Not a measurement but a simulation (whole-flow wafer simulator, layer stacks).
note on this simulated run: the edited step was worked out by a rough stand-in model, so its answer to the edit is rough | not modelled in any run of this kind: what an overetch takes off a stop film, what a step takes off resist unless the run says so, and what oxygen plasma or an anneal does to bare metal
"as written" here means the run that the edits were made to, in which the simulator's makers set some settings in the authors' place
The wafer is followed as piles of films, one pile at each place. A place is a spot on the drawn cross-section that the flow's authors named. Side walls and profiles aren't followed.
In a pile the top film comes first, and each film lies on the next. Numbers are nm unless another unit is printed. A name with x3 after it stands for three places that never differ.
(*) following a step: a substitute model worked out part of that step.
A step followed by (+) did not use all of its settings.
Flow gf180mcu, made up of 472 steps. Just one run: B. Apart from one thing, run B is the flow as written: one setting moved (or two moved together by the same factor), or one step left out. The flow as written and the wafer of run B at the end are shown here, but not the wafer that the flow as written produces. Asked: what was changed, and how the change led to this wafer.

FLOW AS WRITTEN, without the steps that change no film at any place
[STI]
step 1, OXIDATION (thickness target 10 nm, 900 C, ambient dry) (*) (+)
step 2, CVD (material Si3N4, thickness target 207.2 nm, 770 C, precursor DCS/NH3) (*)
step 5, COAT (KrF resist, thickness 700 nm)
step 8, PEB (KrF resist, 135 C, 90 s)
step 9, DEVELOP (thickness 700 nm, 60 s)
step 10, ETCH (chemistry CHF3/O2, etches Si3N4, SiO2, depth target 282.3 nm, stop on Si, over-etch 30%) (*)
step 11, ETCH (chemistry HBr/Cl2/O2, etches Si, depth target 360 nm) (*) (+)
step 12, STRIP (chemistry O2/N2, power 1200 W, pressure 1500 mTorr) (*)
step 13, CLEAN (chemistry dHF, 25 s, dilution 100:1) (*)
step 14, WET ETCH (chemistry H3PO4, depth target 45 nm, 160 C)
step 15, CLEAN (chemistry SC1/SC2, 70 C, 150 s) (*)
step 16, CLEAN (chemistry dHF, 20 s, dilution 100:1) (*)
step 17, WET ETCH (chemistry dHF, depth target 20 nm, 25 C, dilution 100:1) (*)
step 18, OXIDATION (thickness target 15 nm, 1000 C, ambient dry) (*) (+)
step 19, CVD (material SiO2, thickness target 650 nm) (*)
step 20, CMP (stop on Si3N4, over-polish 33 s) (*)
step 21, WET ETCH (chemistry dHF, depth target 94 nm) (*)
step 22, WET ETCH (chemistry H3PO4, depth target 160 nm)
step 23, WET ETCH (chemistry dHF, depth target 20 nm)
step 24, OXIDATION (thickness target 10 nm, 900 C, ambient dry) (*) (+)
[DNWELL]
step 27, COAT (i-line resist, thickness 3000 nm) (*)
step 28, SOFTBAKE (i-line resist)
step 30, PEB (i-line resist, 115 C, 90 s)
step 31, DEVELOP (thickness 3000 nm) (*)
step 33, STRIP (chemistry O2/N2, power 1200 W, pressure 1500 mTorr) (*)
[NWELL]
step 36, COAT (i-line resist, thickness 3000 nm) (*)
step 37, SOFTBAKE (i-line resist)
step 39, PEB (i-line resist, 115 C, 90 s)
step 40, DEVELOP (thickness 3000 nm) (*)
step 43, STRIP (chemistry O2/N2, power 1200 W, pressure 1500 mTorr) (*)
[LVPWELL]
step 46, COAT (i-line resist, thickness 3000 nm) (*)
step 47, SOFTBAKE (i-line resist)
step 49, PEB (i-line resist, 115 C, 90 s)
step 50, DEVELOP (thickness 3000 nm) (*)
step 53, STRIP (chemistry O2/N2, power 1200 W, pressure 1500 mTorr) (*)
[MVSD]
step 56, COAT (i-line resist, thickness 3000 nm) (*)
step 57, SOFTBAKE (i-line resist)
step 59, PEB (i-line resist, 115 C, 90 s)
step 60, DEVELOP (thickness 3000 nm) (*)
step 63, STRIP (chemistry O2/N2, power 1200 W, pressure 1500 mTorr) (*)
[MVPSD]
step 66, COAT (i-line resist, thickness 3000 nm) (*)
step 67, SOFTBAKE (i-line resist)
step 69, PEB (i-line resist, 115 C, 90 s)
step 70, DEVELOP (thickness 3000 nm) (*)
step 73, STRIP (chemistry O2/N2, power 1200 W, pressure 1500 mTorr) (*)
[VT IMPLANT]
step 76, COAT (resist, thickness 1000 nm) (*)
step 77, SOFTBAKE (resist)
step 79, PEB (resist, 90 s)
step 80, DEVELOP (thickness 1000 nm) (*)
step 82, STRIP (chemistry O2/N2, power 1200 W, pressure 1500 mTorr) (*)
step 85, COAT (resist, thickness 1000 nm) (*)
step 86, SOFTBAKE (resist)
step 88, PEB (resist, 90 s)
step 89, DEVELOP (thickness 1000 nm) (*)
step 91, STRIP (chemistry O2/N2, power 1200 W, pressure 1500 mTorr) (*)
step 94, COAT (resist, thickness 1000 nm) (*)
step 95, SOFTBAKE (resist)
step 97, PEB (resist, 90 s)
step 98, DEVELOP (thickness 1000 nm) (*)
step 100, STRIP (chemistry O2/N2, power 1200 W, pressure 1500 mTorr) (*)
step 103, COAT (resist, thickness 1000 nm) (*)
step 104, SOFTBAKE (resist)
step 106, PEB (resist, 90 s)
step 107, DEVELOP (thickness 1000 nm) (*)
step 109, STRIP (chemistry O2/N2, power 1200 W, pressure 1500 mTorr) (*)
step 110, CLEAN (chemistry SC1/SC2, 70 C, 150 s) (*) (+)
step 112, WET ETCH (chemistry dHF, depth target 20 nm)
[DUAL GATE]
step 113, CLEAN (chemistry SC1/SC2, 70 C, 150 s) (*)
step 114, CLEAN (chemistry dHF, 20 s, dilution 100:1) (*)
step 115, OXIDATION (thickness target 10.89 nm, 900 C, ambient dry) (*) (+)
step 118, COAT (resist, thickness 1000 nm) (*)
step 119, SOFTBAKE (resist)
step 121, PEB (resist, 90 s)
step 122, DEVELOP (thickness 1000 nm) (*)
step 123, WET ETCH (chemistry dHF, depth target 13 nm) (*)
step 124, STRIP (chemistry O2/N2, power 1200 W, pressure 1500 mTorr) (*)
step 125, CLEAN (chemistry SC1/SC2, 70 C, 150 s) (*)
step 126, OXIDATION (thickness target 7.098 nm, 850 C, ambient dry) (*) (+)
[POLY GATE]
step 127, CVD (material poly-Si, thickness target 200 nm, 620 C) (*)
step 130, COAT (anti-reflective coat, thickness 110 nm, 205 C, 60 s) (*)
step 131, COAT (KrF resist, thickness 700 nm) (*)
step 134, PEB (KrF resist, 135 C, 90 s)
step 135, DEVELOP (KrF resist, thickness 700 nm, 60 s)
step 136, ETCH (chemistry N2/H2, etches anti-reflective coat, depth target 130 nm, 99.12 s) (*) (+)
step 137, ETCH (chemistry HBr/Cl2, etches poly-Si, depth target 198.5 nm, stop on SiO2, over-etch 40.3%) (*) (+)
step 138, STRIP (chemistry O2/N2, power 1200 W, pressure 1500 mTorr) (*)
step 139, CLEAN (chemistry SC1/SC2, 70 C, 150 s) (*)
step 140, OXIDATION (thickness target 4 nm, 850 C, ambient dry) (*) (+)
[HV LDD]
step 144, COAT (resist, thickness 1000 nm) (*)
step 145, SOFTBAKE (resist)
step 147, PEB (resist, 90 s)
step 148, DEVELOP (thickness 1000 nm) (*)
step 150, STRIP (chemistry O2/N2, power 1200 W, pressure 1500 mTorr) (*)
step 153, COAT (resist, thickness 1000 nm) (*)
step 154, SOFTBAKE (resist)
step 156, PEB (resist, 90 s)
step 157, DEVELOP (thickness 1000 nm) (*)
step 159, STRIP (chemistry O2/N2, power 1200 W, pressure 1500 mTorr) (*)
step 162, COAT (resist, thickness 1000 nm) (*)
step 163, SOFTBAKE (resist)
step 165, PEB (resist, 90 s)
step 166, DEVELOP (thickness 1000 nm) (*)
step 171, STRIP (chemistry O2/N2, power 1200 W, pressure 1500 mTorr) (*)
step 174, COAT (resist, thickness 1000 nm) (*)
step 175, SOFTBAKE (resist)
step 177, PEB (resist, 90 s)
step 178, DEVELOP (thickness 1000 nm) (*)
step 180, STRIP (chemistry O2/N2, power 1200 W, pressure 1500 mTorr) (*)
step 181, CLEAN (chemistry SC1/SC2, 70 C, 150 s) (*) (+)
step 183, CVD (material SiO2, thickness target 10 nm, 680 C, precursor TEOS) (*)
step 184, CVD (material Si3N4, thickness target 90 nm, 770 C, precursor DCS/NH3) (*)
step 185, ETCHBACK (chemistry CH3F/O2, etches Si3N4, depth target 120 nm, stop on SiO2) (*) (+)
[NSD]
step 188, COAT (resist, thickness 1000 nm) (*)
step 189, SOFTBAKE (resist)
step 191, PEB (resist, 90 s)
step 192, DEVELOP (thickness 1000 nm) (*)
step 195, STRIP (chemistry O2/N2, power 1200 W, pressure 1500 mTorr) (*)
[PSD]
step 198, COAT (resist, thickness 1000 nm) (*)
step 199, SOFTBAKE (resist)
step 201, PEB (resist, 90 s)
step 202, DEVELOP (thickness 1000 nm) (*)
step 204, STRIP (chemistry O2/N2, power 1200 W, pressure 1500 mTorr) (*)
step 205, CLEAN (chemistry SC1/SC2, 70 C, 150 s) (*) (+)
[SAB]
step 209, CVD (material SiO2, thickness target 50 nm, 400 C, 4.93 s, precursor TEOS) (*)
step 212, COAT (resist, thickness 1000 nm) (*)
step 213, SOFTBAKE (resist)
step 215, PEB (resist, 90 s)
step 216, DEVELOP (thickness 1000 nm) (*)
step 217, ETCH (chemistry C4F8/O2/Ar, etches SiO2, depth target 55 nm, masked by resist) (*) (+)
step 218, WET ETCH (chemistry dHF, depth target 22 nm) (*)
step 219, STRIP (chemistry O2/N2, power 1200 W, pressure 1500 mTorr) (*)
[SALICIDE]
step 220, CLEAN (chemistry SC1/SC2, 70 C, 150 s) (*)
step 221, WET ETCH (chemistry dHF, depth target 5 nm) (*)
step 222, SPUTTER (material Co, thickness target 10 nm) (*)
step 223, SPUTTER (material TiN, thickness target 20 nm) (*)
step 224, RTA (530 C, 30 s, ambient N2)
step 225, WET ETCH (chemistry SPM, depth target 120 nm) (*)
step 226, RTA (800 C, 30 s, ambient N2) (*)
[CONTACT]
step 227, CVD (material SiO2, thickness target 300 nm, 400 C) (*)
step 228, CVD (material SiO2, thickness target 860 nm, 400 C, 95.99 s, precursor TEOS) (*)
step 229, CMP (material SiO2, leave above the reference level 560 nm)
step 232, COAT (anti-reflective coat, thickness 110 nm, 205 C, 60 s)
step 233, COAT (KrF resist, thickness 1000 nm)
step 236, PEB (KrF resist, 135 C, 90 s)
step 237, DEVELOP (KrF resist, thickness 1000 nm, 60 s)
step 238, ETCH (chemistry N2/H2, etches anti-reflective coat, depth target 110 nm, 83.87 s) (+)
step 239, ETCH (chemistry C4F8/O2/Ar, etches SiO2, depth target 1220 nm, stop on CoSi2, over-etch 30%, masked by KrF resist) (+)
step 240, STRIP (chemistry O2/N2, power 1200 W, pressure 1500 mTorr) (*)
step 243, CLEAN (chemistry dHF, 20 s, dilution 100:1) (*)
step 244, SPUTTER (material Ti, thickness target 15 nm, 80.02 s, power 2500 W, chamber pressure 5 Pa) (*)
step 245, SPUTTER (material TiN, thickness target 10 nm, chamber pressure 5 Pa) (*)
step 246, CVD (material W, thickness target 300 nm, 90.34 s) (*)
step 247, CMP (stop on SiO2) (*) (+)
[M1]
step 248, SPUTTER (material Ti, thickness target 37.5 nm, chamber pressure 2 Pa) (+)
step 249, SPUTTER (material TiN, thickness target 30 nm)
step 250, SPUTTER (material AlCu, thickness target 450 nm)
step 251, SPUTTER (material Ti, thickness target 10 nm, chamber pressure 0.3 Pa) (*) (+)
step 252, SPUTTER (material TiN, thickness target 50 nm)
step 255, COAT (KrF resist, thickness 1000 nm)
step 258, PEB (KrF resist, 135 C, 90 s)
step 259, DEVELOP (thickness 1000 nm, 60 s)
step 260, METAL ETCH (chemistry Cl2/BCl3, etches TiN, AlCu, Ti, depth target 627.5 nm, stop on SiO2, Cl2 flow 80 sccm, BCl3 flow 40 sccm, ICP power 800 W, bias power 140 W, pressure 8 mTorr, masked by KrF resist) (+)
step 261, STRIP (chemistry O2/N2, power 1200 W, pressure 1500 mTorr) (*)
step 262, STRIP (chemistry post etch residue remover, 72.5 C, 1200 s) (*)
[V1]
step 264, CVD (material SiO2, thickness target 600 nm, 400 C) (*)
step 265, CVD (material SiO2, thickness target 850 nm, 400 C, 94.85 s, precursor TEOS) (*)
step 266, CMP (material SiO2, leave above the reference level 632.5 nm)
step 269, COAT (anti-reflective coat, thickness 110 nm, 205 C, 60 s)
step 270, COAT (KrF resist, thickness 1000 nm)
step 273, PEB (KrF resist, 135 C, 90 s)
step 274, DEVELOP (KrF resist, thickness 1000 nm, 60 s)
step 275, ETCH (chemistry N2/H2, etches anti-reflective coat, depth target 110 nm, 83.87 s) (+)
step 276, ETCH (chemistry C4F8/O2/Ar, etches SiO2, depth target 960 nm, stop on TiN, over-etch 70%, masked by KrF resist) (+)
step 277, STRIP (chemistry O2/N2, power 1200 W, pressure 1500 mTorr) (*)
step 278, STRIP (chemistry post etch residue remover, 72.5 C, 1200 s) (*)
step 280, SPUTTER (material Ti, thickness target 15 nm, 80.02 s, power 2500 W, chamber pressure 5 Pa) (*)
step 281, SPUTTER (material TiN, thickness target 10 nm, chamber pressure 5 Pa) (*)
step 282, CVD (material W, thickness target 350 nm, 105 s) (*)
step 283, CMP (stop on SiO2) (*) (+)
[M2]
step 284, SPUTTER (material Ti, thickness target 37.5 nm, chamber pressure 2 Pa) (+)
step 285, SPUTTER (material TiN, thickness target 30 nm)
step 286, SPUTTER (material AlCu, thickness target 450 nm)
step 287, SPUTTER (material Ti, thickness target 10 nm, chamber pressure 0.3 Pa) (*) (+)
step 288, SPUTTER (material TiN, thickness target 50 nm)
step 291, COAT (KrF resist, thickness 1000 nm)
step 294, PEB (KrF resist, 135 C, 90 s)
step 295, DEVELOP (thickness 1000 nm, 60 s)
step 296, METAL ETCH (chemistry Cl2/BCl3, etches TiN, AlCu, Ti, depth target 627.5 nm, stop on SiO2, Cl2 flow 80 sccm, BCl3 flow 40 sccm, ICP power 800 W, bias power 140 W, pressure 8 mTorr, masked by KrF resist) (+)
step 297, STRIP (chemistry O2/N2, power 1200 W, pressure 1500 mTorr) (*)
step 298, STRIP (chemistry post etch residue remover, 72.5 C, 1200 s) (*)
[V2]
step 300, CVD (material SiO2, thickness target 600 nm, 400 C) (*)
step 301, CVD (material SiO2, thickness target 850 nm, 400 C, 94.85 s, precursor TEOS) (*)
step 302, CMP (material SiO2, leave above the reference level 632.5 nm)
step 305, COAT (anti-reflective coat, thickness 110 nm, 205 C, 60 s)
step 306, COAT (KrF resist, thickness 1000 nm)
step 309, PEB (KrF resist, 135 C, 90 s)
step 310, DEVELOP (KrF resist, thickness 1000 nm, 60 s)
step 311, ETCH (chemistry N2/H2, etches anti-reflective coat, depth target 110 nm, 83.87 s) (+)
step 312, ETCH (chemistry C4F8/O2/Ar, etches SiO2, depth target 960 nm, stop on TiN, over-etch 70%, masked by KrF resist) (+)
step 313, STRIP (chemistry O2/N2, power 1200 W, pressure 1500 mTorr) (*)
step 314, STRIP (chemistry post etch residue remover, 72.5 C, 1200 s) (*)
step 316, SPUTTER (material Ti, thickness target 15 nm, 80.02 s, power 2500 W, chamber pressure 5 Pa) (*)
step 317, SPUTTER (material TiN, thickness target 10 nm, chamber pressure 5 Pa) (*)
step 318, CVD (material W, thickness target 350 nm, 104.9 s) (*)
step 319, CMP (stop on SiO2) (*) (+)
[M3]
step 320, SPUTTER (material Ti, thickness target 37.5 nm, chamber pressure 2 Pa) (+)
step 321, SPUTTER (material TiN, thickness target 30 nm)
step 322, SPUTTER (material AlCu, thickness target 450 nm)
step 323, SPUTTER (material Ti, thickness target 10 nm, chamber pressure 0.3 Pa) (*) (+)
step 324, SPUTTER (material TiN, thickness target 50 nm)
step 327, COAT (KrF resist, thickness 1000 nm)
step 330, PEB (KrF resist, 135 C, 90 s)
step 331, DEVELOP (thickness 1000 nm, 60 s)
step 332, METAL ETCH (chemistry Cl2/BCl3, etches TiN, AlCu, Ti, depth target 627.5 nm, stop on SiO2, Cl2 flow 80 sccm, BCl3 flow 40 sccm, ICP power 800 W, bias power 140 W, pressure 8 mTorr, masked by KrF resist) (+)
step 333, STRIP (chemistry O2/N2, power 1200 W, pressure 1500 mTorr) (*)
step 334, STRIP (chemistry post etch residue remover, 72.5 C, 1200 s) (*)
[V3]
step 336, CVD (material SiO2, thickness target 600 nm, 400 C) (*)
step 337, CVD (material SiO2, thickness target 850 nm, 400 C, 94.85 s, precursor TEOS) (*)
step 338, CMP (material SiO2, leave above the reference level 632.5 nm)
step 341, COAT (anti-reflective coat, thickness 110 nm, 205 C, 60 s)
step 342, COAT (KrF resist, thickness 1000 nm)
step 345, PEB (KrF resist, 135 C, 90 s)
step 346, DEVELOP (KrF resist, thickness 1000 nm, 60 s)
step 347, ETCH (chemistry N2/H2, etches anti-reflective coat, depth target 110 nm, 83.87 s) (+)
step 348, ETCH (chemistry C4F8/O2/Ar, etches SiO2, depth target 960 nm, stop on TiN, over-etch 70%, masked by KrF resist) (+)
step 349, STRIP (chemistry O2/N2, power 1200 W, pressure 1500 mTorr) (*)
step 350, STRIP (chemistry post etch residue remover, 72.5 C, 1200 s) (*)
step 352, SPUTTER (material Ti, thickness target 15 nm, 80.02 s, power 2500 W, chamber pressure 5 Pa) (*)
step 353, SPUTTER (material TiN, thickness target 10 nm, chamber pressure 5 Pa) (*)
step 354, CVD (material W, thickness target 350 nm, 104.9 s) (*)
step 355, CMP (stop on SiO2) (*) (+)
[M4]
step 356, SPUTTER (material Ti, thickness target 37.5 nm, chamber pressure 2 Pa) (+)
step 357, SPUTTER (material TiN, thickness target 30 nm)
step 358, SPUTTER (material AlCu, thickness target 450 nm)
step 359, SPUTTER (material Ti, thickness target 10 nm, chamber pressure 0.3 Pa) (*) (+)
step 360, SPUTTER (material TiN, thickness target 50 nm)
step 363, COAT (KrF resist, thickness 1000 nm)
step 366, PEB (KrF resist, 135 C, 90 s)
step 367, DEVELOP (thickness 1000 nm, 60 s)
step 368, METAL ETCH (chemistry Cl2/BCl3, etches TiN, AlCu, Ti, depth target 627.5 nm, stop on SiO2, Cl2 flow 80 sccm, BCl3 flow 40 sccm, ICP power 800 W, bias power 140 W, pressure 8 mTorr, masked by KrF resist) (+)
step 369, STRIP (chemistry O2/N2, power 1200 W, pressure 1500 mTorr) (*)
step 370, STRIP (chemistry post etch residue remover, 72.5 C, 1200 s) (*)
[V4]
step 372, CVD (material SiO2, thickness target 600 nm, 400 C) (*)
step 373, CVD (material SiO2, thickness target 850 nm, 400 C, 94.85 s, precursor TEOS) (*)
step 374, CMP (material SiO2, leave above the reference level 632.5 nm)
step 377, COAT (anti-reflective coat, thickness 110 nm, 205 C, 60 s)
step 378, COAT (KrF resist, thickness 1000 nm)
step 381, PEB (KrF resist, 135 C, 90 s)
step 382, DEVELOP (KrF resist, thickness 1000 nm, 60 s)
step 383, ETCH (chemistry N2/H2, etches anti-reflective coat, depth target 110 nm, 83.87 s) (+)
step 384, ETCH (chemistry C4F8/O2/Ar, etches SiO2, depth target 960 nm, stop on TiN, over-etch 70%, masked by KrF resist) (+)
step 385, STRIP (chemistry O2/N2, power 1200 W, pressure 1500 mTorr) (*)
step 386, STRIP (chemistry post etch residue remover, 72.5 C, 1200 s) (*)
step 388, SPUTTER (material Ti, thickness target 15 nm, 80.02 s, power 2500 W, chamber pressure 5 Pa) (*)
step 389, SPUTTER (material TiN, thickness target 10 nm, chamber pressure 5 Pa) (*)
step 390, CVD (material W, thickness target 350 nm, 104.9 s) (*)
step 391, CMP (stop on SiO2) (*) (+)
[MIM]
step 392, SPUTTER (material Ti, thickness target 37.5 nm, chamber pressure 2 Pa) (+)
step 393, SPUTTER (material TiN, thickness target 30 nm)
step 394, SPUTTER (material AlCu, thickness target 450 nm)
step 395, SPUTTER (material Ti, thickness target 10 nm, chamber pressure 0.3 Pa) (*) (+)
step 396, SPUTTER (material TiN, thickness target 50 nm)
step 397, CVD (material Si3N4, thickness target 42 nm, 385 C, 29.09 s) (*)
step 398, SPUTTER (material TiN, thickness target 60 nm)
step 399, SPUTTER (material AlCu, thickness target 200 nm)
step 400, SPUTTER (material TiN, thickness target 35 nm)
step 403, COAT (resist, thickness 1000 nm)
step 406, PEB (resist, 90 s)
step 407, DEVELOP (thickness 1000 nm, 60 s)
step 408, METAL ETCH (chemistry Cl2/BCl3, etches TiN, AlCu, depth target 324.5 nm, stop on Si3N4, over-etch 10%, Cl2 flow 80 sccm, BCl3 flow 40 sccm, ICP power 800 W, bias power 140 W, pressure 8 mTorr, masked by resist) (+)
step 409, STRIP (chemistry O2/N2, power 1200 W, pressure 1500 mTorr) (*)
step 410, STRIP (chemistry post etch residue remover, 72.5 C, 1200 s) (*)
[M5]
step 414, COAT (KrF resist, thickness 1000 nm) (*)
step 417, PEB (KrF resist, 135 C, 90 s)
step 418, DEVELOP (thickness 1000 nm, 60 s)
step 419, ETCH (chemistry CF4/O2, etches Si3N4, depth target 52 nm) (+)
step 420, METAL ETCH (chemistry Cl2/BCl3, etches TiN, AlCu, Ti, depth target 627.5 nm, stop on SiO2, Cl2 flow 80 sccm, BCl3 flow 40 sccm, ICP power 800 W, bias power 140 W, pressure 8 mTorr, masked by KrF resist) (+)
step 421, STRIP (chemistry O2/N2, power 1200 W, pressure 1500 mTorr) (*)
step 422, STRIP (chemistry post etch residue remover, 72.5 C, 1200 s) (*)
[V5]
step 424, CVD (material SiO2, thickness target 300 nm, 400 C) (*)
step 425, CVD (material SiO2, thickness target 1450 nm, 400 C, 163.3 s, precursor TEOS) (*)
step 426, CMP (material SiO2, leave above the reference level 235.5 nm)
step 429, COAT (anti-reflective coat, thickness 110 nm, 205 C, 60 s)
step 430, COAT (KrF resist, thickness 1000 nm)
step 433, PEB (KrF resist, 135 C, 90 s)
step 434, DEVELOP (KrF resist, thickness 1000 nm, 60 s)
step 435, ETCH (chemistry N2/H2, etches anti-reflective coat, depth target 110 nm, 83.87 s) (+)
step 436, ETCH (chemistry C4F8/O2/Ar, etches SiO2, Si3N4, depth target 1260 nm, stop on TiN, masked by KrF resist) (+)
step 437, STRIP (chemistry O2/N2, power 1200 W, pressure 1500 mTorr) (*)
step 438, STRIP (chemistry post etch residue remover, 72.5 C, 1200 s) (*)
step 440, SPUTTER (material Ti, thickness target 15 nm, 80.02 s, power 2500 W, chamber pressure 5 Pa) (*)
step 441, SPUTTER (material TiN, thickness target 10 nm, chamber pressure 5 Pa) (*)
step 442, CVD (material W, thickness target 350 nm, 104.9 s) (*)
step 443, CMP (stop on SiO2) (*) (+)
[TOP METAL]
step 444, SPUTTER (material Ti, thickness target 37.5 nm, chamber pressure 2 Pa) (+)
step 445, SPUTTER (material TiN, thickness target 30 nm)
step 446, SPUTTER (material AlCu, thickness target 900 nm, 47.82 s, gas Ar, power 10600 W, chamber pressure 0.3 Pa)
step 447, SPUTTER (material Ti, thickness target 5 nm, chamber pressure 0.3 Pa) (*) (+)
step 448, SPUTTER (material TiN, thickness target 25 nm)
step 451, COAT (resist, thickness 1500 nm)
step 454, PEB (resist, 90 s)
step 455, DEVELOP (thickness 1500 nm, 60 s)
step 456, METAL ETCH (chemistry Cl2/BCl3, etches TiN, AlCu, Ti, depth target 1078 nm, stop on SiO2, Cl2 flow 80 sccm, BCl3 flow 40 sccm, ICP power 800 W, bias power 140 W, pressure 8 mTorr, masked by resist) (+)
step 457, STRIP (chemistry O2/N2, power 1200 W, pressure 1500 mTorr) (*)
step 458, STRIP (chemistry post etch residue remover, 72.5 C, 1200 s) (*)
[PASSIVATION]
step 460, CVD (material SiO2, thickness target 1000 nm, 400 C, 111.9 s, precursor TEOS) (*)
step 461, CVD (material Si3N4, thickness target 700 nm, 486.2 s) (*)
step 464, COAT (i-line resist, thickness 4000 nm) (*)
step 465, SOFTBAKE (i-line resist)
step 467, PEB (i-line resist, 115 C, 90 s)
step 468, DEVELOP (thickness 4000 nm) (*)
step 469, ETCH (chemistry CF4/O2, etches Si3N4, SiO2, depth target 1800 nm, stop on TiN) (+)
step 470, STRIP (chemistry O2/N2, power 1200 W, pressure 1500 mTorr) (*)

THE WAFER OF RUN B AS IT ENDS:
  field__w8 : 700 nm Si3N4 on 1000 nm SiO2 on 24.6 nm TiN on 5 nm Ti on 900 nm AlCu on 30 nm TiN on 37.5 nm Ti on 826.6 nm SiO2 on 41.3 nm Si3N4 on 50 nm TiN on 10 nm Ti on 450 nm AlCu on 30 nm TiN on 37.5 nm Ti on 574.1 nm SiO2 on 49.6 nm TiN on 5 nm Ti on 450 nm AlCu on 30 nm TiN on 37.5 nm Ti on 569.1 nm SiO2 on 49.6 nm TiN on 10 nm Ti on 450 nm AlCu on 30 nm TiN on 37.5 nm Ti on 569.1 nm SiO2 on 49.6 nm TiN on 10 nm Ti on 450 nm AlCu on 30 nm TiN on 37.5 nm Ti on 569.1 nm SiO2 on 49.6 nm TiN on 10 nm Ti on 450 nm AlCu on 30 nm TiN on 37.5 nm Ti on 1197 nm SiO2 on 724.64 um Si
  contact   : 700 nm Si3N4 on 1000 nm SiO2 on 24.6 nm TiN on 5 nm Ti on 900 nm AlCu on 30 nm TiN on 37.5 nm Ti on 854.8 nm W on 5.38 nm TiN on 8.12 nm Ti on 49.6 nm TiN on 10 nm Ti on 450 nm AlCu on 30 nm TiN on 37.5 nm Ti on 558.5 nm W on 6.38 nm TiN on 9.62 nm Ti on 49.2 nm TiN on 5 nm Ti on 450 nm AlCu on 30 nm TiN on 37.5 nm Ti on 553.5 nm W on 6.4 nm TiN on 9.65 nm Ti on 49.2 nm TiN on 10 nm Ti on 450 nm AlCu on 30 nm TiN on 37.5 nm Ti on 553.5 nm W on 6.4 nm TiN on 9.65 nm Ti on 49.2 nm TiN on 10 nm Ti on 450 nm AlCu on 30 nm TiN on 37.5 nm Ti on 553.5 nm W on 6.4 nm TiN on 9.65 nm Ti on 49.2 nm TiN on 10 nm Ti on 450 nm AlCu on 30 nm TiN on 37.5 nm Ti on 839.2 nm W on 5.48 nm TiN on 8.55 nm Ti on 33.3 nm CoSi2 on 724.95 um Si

Cause: step 359, SPUTTER: thickness target 5 nm was run, whereas the flow has thickness target 10 nm.
One can read it off the wafer: field__w8 has Ti 5, and step 359 as written asks for 10 nm.

How this came from the change, step by step:
  step 359, SPUTTER (material Ti, thickness target 10 nm, chamber pressure 0.3 Pa) (*) (+)
      field, field__w1, field__w2 and 108 more: Ti gains 5 (new film) (in the flow as written it would be: Ti gains 10 (new film))
  step 368, METAL ETCH (chemistry Cl2/BCl3, etches TiN, AlCu, Ti, depth target 627.5 nm, stop on SiO2, Cl2 flow 80 sccm, BCl3 flow 40 sccm, ICP power 800 W, bias power 140 W, pressure 8 mTorr, masked by KrF resist) (+)
      field, field__w1, field__w2 and 103 more: TiN loses 50 (all of it), Ti loses 5 (all of it), AlCu loses 450 (all of it), TiN loses 30 (all of it), Ti loses 37.5 (all of it) (in the flow as written it would be: TiN loses 50 (all of it), Ti loses 10 (all of it), AlCu loses 450 (all of it), TiN loses 30 (all of it), Ti loses 37.5 (all of it))
